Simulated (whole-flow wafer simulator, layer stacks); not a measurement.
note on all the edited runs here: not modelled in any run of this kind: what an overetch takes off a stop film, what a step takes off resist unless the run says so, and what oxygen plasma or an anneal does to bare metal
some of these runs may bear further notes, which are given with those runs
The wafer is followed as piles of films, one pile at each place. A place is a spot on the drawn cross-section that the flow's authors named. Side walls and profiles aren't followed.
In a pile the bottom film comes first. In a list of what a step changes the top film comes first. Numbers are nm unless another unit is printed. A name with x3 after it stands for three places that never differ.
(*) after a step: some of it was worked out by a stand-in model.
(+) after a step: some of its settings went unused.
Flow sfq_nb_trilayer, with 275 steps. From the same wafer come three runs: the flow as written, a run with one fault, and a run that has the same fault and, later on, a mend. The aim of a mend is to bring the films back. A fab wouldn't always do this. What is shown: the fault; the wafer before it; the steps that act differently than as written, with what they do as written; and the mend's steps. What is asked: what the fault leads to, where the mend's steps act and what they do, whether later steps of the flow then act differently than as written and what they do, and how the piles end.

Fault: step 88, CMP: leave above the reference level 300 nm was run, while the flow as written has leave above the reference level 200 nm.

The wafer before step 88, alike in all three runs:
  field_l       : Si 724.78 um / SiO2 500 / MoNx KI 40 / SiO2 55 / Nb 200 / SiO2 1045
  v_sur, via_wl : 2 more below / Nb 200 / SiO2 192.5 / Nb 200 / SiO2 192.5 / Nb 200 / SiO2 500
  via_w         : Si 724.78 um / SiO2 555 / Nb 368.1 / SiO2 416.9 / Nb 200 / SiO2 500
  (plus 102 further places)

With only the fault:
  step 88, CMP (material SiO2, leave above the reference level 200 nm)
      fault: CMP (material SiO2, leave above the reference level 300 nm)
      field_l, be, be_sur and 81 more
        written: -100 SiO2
        fault: nothing
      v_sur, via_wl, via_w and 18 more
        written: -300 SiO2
        fault: -200 SiO2
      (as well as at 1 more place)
  Steps later in the flow that act otherwise than as written (4 more steps, not shown, differ only slightly: by at most 2% or 0.5 nm, whichever is larger):
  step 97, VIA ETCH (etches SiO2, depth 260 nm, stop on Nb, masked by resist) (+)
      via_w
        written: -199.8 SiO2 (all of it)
        fault: -260 SiO2
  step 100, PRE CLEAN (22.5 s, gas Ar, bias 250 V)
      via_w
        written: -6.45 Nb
        fault: -7.5 SiO2
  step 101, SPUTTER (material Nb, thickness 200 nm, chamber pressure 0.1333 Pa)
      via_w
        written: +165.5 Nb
        fault: +152.6 Nb (new film)
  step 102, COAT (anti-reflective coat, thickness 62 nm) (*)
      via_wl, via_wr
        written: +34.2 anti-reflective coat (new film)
        fault: +23 anti-reflective coat (new film)
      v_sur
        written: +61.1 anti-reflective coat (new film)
        fault: +55.7 anti-reflective coat (new film)
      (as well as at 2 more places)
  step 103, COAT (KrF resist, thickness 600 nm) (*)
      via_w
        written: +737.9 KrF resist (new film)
        fault: +794 KrF resist (new film)
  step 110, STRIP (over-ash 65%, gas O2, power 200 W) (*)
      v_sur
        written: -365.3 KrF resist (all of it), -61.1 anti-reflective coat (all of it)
        fault: -362.3 KrF resist (all of it), -55.7 anti-reflective coat (all of it)
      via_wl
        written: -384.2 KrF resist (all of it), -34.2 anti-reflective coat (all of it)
        fault: -383.9 KrF resist (all of it), -23 anti-reflective coat (all of it)
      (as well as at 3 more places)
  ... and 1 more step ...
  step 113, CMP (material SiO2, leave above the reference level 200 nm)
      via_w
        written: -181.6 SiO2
        fault: -157.1 SiO2
  The piles end different from the flow's at field_l, v_sur, via_wl and 103 more by more than 2% or 0.5 nm, whichever is larger.
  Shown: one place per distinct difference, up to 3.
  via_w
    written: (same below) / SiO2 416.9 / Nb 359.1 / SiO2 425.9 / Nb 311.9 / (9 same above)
    fault: (same below) / SiO2 416.9 / Nb 200 / SiO2 32.3 / Nb 152.6 / SiO2 500.1 / Nb 311.9 / (9 same above)
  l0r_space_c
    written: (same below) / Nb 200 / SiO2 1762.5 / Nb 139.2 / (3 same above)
    fault: (same below) / Nb 200 / SiO2 1862.5 / Nb 139.2 / (3 same above)
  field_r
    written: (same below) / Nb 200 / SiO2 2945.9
    fault: (same below) / Nb 200 / SiO2 3045.9

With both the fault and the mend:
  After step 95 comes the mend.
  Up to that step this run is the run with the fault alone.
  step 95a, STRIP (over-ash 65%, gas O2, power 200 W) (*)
      field_l, v_sur, via_wl and 102 more
        -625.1 KrF resist (all of it), -62 anti-reflective coat (all of it)
      via_w
        -62 anti-reflective coat (all of it)
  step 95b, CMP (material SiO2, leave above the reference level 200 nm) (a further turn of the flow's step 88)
      field_l, v_sur, via_wl and 103 more
        -100 SiO2
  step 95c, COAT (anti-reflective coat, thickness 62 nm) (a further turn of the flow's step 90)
      field_l, v_sur, via_wl and 103 more
        +62 anti-reflective coat (new film)
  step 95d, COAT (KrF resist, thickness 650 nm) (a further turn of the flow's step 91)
      field_l, v_sur, via_wl and 103 more
        +650 KrF resist (new film)
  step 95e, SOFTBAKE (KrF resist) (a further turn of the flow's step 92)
      alters no film at any place that is followed
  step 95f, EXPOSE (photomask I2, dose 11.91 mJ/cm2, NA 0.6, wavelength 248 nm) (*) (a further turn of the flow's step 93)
      alters no film at any place that is followed
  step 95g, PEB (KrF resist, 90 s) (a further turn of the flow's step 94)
      field_l, v_sur, via_wl and 103 more
        -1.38 KrF resist
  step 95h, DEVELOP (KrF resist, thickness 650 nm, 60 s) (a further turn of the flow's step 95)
      field_l, v_sur, via_wl and 102 more
        -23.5 KrF resist
      via_w
        -648.6 KrF resist (all of it)
  Every later step of the flow that is run acts as written at every place that is followed.
  The piles end the same as the flow's at every place that both follow.
